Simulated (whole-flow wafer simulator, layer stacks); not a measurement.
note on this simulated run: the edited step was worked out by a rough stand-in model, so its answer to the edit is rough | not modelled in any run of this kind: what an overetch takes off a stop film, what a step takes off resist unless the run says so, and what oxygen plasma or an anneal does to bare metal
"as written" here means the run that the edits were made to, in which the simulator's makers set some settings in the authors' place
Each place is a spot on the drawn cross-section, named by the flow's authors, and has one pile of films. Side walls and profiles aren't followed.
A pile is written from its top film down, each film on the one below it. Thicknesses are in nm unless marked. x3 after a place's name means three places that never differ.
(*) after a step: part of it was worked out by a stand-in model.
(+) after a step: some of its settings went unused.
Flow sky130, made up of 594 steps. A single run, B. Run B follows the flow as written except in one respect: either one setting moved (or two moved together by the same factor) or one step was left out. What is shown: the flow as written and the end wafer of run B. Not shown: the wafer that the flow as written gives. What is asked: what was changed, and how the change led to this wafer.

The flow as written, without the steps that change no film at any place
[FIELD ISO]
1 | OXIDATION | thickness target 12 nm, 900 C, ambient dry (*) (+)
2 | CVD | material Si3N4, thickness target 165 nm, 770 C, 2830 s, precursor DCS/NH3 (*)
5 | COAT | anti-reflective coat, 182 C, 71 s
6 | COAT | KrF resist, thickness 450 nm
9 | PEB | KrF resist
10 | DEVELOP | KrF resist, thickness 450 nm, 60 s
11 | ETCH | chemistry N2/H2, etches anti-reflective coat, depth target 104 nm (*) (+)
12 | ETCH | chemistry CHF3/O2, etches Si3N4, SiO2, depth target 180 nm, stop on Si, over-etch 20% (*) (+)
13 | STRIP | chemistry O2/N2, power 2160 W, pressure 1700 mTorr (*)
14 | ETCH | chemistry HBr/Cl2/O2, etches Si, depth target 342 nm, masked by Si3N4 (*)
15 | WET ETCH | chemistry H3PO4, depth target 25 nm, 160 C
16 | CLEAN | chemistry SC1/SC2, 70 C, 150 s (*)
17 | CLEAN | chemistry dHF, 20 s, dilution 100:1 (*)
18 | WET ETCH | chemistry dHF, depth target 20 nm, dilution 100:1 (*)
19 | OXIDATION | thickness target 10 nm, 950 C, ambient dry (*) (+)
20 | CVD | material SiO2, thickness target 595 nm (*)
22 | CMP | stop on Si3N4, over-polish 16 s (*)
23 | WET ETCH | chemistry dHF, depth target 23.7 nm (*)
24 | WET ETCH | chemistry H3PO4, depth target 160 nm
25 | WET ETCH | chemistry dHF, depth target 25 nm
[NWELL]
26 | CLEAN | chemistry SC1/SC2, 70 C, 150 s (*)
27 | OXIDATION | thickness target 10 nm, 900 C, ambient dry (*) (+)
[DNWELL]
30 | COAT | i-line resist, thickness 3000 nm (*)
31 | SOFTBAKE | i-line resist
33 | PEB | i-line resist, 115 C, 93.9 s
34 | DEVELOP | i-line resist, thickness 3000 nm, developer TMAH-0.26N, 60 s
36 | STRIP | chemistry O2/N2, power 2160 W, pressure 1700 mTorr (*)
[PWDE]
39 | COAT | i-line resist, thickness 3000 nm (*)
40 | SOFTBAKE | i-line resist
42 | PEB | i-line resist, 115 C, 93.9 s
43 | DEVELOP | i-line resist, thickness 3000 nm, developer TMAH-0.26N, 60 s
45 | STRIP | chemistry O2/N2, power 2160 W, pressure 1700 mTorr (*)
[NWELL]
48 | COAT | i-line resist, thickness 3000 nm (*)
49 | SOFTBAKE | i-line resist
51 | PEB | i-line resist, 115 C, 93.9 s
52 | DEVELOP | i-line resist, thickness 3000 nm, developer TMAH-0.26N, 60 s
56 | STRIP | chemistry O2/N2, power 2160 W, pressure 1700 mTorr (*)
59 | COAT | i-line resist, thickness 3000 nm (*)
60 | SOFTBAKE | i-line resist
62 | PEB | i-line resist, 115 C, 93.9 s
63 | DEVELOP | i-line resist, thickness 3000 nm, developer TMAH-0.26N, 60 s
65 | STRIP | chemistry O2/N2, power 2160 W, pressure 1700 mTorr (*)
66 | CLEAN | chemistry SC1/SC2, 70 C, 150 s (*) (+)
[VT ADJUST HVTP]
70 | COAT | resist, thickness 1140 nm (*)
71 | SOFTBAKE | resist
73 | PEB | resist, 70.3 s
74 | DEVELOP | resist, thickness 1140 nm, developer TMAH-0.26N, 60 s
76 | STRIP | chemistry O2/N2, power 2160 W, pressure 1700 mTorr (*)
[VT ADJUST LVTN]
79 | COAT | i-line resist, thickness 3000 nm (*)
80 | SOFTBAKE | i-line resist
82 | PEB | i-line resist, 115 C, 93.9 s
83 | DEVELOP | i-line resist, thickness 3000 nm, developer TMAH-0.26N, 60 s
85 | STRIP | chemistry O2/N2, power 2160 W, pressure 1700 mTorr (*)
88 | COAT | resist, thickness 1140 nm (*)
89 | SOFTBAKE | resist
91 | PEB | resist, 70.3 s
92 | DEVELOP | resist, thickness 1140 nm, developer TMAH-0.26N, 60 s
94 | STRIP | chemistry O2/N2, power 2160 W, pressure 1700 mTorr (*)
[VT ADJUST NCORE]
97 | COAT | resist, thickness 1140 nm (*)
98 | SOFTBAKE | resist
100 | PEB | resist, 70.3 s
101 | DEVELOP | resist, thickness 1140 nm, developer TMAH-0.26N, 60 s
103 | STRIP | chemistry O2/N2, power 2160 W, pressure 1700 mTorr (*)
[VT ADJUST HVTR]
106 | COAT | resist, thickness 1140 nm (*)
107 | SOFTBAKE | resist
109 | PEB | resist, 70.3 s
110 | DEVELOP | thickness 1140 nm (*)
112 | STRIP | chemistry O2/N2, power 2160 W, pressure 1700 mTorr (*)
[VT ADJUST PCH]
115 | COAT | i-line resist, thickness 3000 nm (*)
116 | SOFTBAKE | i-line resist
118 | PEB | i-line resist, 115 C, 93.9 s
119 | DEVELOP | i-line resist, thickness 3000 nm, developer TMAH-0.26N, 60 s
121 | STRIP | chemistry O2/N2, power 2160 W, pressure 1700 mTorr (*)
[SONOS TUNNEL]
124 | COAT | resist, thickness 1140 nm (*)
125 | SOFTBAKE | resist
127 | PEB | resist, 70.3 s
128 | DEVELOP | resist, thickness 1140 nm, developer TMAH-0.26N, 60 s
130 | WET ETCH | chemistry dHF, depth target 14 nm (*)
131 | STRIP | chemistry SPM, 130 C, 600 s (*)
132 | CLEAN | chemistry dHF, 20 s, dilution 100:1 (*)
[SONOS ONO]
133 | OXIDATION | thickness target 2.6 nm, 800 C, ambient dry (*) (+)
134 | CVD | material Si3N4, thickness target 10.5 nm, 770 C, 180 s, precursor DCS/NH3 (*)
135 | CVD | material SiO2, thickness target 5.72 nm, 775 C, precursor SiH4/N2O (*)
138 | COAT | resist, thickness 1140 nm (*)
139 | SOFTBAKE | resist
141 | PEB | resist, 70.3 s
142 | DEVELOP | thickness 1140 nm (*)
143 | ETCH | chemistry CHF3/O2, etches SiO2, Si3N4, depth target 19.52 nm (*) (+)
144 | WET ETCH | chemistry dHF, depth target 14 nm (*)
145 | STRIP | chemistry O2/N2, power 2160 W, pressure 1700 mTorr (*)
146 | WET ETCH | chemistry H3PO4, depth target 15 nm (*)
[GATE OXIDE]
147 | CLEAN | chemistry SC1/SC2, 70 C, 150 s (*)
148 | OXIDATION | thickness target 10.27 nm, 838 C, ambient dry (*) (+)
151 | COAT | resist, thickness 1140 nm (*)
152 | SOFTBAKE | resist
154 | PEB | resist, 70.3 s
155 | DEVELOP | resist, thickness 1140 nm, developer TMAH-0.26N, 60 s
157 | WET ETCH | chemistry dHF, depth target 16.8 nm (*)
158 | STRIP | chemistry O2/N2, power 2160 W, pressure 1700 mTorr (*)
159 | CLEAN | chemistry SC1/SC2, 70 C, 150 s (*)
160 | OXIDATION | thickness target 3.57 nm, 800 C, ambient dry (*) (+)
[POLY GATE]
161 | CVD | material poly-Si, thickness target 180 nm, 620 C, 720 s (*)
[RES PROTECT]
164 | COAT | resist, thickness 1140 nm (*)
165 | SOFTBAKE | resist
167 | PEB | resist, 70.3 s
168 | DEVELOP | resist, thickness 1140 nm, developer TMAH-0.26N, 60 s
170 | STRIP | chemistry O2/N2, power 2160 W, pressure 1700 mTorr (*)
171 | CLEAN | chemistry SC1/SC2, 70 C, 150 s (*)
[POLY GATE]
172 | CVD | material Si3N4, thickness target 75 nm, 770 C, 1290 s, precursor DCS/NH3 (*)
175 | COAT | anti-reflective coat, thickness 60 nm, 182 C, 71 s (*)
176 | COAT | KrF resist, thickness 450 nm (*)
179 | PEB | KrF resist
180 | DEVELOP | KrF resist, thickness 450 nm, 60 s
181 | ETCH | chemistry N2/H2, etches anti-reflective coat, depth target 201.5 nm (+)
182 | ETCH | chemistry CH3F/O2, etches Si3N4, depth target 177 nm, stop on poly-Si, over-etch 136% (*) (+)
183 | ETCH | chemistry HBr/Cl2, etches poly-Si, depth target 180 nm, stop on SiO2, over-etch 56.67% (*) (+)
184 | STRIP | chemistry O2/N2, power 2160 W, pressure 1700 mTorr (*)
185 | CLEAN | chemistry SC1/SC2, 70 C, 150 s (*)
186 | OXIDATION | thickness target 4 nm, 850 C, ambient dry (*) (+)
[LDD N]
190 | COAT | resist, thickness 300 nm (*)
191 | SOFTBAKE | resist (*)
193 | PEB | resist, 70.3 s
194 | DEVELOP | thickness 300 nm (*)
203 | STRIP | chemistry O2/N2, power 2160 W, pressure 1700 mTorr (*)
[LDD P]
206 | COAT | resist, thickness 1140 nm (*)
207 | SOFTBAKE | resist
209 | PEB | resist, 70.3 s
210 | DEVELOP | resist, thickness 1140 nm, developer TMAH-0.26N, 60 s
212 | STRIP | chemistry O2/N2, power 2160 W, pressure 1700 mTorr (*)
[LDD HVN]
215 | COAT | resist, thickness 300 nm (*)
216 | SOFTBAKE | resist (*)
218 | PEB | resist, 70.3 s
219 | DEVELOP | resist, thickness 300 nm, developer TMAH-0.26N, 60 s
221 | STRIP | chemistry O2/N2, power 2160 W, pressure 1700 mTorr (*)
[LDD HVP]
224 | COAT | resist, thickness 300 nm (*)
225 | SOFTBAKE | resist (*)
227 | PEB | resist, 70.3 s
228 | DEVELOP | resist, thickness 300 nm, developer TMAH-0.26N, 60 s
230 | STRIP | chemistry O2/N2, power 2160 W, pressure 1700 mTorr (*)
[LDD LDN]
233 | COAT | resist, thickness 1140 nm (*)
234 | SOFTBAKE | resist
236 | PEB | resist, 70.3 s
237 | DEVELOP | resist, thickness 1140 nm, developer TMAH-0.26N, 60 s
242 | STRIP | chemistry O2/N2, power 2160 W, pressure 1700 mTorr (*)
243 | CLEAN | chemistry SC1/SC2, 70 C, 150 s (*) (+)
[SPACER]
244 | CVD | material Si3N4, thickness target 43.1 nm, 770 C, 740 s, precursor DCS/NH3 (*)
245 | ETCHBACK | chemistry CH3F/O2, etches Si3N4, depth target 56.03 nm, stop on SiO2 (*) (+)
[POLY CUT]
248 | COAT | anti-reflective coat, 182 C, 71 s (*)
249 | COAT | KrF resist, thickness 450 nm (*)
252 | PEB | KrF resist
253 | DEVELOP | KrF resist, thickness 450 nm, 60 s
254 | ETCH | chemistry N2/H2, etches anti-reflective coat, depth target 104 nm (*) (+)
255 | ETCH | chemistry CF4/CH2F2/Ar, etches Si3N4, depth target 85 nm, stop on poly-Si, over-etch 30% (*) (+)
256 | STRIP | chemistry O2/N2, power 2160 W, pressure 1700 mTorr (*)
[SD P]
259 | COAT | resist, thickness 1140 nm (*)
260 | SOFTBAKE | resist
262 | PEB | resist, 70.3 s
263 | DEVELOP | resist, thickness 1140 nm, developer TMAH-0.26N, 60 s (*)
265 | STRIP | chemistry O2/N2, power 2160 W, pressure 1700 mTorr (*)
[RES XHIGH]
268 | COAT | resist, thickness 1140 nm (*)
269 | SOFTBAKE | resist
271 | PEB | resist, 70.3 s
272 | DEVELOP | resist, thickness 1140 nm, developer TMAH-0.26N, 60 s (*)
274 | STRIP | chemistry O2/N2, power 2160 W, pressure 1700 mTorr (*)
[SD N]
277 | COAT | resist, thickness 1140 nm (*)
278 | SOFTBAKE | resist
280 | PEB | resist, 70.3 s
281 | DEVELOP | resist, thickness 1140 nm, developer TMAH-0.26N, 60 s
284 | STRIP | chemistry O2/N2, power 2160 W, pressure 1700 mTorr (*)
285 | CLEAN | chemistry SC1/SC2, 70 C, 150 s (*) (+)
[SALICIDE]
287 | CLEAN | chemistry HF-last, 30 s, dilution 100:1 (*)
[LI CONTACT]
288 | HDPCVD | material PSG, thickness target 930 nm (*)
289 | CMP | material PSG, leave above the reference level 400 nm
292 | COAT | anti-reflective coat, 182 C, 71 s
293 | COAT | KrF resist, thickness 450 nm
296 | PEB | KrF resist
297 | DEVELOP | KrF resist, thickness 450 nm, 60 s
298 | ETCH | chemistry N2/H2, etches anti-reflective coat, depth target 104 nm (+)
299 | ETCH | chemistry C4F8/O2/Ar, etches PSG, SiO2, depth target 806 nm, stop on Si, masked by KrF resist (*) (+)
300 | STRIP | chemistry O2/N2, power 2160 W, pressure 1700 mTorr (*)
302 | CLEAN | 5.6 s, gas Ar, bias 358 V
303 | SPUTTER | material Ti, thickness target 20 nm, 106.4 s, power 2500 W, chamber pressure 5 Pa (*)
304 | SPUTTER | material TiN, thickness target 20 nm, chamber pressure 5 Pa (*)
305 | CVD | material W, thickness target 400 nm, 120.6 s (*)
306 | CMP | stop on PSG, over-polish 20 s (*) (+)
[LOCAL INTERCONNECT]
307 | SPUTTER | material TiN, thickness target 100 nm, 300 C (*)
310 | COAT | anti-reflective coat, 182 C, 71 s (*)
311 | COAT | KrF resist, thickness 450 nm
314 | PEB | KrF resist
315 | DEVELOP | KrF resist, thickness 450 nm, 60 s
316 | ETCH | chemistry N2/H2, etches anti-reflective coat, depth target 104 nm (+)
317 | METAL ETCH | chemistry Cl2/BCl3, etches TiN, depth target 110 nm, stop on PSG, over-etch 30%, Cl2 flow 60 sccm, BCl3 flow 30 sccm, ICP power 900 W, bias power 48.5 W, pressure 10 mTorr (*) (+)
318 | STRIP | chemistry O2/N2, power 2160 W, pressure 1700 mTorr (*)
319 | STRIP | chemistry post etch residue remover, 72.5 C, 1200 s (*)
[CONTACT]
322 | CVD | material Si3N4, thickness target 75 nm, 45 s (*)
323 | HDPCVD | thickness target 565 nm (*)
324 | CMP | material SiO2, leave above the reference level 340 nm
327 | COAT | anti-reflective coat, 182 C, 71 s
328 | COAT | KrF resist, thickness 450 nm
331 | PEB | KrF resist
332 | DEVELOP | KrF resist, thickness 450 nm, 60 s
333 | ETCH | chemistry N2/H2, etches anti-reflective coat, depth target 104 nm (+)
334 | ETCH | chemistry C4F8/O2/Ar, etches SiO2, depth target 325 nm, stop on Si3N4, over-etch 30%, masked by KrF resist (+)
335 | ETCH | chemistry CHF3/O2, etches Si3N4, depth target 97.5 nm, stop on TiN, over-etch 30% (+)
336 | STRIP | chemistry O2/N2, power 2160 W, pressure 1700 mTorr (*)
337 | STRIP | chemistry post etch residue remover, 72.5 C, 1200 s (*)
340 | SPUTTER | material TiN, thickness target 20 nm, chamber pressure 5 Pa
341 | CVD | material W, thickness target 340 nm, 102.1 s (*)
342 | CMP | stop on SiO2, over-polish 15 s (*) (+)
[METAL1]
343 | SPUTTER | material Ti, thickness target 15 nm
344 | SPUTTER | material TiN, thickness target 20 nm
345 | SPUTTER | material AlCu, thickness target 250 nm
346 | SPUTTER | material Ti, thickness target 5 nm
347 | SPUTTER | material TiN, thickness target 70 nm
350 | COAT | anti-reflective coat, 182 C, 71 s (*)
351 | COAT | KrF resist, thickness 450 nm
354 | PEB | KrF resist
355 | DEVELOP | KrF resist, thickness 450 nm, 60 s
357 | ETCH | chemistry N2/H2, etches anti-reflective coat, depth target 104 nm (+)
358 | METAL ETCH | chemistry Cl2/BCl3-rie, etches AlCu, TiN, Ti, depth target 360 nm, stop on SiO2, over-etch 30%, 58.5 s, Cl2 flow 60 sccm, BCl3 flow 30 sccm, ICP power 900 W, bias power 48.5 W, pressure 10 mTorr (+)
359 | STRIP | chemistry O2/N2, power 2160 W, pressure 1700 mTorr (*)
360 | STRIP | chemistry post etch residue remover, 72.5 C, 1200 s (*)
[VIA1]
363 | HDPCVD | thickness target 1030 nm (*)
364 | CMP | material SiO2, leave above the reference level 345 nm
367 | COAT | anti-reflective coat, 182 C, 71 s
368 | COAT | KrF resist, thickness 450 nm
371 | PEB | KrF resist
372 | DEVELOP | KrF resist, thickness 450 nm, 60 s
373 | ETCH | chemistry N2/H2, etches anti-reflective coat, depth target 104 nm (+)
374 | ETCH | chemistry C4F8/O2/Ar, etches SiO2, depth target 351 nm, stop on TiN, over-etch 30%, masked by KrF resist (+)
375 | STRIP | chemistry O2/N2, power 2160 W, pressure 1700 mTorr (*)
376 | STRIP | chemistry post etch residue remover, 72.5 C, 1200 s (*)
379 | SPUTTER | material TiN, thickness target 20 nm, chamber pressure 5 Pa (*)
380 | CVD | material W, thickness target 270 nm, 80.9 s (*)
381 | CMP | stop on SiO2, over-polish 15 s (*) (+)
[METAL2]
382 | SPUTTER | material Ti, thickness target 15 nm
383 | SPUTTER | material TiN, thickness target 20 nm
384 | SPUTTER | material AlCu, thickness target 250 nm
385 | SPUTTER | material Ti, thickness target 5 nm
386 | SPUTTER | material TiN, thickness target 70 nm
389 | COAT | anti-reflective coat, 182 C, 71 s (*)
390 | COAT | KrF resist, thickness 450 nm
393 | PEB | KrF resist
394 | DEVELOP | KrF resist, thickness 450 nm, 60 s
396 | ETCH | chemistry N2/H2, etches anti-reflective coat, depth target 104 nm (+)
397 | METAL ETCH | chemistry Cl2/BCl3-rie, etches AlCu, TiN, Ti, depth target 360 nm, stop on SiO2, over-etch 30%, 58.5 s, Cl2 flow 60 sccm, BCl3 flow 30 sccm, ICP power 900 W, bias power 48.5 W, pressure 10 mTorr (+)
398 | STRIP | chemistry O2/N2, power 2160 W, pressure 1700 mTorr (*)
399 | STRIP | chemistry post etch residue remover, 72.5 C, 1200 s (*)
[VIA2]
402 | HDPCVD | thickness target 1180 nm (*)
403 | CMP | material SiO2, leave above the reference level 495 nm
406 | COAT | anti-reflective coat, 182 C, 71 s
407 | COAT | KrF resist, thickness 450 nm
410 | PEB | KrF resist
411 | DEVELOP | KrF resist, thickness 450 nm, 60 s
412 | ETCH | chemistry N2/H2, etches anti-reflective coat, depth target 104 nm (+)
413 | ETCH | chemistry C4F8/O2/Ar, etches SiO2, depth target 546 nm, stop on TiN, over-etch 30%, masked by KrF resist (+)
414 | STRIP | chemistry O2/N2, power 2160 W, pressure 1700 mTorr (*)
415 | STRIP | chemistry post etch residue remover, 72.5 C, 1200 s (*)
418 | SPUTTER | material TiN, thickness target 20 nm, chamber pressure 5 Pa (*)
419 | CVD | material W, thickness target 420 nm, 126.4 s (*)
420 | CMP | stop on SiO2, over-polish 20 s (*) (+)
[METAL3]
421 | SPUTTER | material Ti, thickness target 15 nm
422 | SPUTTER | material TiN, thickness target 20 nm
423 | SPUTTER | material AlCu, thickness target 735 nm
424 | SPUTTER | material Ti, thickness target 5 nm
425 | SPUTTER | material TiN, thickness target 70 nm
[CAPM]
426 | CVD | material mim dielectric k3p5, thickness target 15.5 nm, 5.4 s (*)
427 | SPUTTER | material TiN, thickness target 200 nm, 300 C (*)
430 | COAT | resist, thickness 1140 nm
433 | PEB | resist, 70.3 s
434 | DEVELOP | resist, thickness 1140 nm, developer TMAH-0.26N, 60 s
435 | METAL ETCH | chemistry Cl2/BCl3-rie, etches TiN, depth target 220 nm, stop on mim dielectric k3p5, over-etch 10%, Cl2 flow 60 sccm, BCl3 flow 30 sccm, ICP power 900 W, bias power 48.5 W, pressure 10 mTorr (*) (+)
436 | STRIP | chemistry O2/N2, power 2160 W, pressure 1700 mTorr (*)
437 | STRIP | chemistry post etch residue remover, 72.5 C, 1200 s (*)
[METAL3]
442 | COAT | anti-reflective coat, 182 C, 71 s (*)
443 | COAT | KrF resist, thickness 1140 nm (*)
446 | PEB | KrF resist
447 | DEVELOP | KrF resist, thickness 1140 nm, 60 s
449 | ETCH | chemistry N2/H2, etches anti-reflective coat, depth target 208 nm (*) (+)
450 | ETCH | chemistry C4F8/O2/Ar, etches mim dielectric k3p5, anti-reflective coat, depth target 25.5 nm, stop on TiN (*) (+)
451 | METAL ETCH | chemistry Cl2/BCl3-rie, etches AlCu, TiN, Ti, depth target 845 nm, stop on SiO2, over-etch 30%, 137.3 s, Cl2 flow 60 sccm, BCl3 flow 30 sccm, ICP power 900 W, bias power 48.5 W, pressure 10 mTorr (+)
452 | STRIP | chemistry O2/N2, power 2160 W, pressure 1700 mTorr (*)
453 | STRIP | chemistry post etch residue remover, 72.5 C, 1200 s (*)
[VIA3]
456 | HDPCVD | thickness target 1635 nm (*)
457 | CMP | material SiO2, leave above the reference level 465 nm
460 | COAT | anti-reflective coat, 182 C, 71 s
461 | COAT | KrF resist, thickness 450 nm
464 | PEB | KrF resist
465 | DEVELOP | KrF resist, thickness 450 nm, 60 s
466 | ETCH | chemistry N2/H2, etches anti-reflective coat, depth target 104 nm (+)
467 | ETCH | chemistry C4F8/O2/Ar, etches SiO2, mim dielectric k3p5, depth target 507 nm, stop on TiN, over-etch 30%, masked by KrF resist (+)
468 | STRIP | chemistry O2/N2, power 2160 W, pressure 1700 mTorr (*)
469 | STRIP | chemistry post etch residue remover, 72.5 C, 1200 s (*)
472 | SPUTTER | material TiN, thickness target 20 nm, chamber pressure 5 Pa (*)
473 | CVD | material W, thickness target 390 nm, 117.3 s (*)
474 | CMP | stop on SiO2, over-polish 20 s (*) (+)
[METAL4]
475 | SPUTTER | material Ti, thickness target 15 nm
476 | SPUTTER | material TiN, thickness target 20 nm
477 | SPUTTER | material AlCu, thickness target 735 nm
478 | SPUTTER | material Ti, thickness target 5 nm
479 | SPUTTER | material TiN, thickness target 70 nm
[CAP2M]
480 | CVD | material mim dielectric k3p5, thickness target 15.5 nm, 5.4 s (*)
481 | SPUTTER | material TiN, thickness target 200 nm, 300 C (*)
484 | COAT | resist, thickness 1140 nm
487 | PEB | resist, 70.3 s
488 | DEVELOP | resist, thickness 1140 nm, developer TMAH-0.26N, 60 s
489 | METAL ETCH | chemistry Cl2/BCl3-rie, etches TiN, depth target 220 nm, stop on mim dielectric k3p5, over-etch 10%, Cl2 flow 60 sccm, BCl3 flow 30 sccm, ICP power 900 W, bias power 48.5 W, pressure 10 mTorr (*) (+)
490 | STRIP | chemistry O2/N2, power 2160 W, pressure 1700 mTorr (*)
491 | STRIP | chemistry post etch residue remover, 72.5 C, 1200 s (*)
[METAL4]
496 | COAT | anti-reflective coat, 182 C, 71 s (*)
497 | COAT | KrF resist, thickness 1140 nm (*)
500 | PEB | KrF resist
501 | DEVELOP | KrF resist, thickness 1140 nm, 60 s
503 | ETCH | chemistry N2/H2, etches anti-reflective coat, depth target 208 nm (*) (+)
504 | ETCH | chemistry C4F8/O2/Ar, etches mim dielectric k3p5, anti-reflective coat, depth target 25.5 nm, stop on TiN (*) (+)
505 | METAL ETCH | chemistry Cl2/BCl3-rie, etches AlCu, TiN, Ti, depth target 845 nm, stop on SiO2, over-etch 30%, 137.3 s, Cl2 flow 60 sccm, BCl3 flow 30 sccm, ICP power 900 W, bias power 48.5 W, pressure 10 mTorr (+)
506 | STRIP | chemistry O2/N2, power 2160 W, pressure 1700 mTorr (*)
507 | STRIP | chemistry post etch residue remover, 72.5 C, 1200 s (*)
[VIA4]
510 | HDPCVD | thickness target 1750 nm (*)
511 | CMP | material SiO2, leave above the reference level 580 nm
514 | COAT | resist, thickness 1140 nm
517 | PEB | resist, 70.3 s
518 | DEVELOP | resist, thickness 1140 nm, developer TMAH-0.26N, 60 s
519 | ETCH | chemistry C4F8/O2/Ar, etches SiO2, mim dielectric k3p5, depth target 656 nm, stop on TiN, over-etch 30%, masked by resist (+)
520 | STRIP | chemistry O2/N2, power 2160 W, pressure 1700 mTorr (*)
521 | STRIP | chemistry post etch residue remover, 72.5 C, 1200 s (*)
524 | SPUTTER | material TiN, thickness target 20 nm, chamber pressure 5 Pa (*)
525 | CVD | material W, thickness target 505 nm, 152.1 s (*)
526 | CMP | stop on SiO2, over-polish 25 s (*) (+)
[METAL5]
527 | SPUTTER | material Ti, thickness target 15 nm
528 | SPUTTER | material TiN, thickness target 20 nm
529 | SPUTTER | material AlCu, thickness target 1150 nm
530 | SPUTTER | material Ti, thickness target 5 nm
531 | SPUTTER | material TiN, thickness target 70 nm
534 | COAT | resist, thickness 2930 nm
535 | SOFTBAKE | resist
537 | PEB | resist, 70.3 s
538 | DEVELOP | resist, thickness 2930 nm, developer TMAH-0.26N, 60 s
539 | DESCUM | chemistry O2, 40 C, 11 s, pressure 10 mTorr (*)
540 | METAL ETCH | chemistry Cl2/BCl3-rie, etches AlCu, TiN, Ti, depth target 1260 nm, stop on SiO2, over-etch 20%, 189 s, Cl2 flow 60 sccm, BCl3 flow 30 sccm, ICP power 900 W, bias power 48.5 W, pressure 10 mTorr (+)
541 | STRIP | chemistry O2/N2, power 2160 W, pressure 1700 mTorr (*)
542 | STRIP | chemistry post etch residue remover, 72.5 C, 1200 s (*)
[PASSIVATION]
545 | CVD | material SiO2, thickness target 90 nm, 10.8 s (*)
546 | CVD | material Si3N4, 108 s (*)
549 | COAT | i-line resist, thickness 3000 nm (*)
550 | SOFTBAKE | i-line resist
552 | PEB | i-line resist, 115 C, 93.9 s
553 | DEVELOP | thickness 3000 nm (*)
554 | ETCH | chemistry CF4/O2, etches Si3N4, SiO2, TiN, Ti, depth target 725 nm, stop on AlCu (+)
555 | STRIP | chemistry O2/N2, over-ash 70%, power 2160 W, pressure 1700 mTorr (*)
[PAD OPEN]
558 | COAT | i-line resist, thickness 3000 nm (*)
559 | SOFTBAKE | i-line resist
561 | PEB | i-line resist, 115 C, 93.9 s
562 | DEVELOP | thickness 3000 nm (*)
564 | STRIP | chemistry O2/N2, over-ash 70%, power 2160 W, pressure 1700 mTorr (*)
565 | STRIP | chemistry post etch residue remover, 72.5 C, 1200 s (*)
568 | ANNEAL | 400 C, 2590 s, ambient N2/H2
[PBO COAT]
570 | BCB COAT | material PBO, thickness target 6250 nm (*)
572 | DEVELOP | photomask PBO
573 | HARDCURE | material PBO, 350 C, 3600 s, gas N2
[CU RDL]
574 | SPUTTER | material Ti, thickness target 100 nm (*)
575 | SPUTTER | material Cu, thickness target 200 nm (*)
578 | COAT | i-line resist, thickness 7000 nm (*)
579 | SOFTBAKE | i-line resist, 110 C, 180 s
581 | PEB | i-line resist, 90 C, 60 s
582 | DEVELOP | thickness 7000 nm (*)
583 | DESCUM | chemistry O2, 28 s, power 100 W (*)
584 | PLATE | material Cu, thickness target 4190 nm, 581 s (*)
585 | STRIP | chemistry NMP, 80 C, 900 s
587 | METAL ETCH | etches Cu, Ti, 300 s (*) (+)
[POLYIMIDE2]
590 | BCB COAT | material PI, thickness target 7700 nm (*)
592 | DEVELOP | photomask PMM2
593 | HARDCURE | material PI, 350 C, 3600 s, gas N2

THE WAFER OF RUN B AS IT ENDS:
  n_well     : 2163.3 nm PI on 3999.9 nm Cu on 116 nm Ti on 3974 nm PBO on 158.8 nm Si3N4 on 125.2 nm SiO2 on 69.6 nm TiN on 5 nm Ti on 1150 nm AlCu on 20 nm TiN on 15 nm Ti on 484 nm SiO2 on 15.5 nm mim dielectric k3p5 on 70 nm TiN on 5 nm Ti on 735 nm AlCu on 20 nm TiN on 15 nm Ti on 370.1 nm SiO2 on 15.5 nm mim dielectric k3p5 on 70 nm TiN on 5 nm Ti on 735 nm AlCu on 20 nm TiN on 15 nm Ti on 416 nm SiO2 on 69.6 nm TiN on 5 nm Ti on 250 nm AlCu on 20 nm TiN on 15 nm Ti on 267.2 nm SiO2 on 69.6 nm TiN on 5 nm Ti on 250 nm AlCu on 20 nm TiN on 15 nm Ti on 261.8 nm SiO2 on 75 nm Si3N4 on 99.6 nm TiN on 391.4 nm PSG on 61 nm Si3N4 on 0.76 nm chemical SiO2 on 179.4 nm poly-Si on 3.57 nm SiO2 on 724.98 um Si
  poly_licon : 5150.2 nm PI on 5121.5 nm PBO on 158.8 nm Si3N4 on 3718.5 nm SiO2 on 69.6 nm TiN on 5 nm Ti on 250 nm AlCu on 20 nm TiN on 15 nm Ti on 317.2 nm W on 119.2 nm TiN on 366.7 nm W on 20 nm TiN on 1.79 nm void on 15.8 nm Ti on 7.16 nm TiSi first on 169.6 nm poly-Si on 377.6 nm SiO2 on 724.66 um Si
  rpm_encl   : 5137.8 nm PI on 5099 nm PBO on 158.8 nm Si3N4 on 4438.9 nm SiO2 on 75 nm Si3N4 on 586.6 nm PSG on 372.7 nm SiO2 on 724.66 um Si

What caused this: step 574, SPUTTER: thickness target 116 nm was run, though the flow has thickness target 100 nm.
The wafer lets one read it off: n_well has Ti 116, and step 574 as written asks for 100 nm.

How this came from the change, step by step:
  574 | SPUTTER | material Ti, thickness target 100 nm (*)
      field, active, n_well and 190 more: Ti gains 116 (new film) (in the flow as written it would be: Ti gains 100 (new film))
  587 | METAL ETCH | etches Cu, Ti, 300 s (*) (+)
      field, active, gate and 167 more: Cu loses 200 (all of it), Ti loses 116 (all of it) (in the flow as written it would be: Cu loses 200 (all of it), Ti loses 100 (all of it))
  590 | BCB COAT | material PI, thickness target 7700 nm (*)
      de16_gate_nw: PI gains 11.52 um (new film) (in the flow as written it would be: PI gains 11.5 um (new film))
